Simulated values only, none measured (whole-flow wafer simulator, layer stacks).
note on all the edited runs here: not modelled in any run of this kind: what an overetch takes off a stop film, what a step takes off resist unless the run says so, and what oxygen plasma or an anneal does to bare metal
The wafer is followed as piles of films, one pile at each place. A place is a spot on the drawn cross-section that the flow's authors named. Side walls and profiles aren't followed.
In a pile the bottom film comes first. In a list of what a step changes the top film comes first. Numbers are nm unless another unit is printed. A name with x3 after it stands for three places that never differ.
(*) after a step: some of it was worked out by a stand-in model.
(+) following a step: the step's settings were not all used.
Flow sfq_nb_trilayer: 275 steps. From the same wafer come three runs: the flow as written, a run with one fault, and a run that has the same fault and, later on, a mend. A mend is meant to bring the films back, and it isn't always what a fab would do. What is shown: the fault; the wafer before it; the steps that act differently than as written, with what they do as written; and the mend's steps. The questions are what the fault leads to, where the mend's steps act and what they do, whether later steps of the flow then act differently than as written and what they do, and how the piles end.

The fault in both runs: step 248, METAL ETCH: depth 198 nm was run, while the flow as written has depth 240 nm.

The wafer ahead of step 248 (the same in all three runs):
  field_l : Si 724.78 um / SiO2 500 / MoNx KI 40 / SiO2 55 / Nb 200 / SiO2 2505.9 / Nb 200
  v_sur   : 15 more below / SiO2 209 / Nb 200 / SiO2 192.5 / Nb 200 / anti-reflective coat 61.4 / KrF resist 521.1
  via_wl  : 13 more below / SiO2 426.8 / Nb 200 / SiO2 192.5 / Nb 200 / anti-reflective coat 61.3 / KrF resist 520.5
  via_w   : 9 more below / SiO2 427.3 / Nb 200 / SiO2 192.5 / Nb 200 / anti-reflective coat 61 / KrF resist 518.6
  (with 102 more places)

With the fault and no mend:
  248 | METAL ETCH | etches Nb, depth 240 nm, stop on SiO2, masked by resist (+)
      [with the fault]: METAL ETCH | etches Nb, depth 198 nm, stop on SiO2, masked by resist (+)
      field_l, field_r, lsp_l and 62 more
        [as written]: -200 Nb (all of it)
        [with the fault]: -198 Nb
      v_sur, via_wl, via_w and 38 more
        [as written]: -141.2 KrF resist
        [with the fault]: -116.5 KrF resist
  Steps further on in the flow that do not act as written:
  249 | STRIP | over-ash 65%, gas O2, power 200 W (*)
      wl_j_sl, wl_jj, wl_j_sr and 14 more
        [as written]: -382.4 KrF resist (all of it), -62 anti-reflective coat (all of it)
        [with the fault]: -407.1 KrF resist (all of it), -62 anti-reflective coat (all of it)
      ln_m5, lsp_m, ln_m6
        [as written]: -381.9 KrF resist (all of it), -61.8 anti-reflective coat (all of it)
        [with the fault]: -406.6 KrF resist (all of it), -61.8 anti-reflective coat (all of it)
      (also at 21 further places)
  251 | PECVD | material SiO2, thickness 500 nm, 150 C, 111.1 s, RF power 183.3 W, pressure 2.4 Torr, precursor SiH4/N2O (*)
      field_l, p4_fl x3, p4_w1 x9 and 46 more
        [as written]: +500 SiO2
        [with the fault]: +500 SiO2 (new film)
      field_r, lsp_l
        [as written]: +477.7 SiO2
        [with the fault]: +477.9 SiO2 (new film)
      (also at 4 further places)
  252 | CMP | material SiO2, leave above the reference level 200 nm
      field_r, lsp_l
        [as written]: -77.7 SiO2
        [with the fault]: -79.9 SiO2
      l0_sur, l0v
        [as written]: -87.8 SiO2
        [with the fault]: -90 SiO2
  At field_l, field_r, lsp_l and 62 more, the piles at the end differ from the flow's by more than 2% or 0.5 nm, whichever is larger.
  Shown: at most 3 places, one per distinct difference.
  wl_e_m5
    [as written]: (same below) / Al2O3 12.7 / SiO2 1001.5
    [with the fault]: (same below) / Al2O3 12.7 / SiO2 601.5 / Nb 2 / SiO2 398
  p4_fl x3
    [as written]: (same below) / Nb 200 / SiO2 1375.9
    [with the fault]: (same below) / Nb 200 / SiO2 975.9 / Nb 2 / SiO2 398
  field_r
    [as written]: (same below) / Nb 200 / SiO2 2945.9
    [with the fault]: (same below) / Nb 200 / SiO2 2545.9 / Nb 2 / SiO2 398

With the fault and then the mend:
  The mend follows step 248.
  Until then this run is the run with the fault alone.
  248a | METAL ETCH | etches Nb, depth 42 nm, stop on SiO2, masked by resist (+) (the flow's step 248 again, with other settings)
      field_l, field_r, lsp_l and 62 more
        -2 Nb (all of it)
      v_sur, via_wl, via_w and 38 more
        -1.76 KrF resist
  Steps further on in the flow that do not act as written:
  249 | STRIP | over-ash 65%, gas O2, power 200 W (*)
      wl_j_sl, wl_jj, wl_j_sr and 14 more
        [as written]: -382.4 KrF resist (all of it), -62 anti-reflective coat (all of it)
        [with the mend]: -405.3 KrF resist (all of it), -62 anti-reflective coat (all of it)
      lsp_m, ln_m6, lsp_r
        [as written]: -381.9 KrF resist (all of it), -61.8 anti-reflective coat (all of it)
        [with the mend]: -404.9 KrF resist (all of it), -61.8 anti-reflective coat (all of it)
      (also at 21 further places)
  By the end, the piles equal the flow's at every place that both follow.
